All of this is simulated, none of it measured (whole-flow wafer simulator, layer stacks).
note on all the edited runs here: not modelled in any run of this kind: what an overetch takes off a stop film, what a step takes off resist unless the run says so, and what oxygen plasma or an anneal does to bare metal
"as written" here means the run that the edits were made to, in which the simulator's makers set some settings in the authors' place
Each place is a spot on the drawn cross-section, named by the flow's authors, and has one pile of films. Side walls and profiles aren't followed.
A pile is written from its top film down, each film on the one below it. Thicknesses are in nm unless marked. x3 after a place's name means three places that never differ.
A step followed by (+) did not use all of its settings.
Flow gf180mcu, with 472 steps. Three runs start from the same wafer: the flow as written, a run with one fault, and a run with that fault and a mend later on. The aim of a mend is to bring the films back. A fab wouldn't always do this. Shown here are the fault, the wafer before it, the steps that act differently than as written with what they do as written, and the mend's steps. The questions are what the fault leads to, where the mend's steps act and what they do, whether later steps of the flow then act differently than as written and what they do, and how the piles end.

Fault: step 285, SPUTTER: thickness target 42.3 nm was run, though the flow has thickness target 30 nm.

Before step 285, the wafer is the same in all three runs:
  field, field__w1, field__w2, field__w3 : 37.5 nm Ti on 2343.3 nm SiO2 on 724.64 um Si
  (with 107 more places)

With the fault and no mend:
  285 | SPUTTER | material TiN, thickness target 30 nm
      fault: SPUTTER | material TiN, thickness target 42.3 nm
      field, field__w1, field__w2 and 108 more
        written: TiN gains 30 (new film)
        fault: TiN gains 42.3 (new film)
  Steps later in the flow that act otherwise than as written:
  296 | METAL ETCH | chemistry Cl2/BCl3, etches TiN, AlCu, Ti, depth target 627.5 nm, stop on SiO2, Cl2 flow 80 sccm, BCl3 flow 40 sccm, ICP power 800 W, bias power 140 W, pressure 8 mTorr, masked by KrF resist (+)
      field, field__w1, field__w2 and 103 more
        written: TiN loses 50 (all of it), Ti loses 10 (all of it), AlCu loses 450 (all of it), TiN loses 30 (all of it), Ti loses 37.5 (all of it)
        fault: TiN loses 50 (all of it), Ti loses 10 (all of it), AlCu loses 450 (all of it), TiN loses 42.3 (all of it), Ti loses 37.5 (all of it)
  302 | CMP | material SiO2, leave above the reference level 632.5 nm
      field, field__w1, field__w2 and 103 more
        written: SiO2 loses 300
        fault: SiO2 loses 287.7
  By the end, the piles at field__w8, contact, m1, m1__w1, m1_nw depart from the flow's by more than 2% or 0.5 nm, whichever is larger.
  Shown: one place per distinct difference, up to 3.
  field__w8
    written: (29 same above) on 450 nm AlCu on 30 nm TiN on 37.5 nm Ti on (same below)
    fault: (29 same above) on 450 nm AlCu on 42.3 nm TiN on 37.5 nm Ti on (same below)
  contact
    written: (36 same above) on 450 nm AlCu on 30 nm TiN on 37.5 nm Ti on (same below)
    fault: (36 same above) on 450 nm AlCu on 42.3 nm TiN on 37.5 nm Ti on (same below)

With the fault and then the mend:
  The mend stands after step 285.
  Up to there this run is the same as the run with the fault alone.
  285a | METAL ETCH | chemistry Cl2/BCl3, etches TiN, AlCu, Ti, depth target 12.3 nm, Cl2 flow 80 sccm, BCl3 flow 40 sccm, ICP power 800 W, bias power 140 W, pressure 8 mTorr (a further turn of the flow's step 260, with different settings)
      field, field__w1, field__w2 and 108 more
        TiN loses 12.3
  Later steps of the flow that are run all act as written at every place that is followed.
  The piles end the same as the flow's at every place that both follow.
